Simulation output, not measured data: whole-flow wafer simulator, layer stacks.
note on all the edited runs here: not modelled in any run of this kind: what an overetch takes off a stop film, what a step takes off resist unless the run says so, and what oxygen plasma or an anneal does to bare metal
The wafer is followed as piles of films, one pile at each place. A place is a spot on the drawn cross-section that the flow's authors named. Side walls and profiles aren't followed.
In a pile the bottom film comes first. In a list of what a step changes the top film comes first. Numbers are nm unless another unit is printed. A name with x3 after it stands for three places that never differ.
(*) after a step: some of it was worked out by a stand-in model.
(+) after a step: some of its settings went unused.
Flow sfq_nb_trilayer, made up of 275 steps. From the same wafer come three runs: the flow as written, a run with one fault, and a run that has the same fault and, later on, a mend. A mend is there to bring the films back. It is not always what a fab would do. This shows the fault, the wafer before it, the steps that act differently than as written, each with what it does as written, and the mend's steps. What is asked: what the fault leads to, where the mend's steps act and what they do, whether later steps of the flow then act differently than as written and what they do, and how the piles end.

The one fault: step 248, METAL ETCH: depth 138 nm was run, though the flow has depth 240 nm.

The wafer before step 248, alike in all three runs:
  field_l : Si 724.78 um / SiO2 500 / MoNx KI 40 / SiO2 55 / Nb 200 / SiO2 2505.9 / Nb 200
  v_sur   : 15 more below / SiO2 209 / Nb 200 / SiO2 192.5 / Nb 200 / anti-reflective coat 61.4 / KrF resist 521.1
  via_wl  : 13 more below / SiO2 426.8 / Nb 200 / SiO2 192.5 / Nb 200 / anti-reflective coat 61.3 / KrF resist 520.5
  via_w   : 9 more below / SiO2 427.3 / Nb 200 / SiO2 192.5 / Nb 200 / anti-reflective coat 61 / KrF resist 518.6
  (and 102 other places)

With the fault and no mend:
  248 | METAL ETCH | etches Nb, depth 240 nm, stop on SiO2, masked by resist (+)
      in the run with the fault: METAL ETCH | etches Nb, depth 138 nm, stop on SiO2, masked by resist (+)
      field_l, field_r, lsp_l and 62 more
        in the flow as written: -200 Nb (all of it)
        in the run with the fault: -138 Nb
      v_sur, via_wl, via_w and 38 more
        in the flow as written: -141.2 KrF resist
        in the run with the fault: -81.2 KrF resist
  Steps later in the flow that act otherwise than as written:
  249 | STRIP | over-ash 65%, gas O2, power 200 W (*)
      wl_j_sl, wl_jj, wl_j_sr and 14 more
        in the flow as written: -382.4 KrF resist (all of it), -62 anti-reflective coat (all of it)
        in the run with the fault: -442.4 KrF resist (all of it), -62 anti-reflective coat (all of it)
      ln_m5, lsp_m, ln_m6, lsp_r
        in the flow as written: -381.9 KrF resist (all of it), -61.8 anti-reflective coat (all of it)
        in the run with the fault: -441.9 KrF resist (all of it), -61.8 anti-reflective coat (all of it)
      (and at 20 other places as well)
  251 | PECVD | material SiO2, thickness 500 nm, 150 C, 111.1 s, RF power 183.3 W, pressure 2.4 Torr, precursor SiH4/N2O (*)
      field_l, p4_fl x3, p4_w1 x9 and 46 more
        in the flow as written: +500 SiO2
        in the run with the fault: +500 SiO2 (new film)
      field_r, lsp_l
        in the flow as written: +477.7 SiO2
        in the run with the fault: +484.6 SiO2 (new film)
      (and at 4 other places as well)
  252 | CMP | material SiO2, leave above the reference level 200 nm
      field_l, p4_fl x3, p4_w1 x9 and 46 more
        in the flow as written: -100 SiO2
        in the run with the fault: -162 SiO2
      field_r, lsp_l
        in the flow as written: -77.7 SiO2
        in the run with the fault: -146.6 SiO2
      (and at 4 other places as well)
  The piles end different from the flow's at field_l, field_r, lsp_l and 62 more by more than 2% or 0.5 nm, whichever is larger.
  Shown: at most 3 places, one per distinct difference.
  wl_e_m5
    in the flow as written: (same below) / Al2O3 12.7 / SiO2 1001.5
    in the run with the fault: (same below) / Al2O3 12.7 / SiO2 601.5 / Nb 62 / SiO2 338
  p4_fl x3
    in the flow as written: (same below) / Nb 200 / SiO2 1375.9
    in the run with the fault: (same below) / Nb 200 / SiO2 975.9 / Nb 62 / SiO2 338
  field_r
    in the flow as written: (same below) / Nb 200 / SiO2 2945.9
    in the run with the fault: (same below) / Nb 200 / SiO2 2545.9 / Nb 62 / SiO2 338

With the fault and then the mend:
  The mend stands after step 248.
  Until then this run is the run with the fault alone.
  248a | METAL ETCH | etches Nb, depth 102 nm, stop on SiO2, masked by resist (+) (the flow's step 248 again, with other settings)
      field_l, field_r, lsp_l and 62 more
        -62 Nb (all of it)
      v_sur, via_wl, via_w and 38 more
        -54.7 KrF resist
  Every later step of the flow that is run acts as written, at every place that is followed, to within 2% or 0.5 nm, whichever is larger.
  By the end, the piles equal the flow's at every place that both follow.
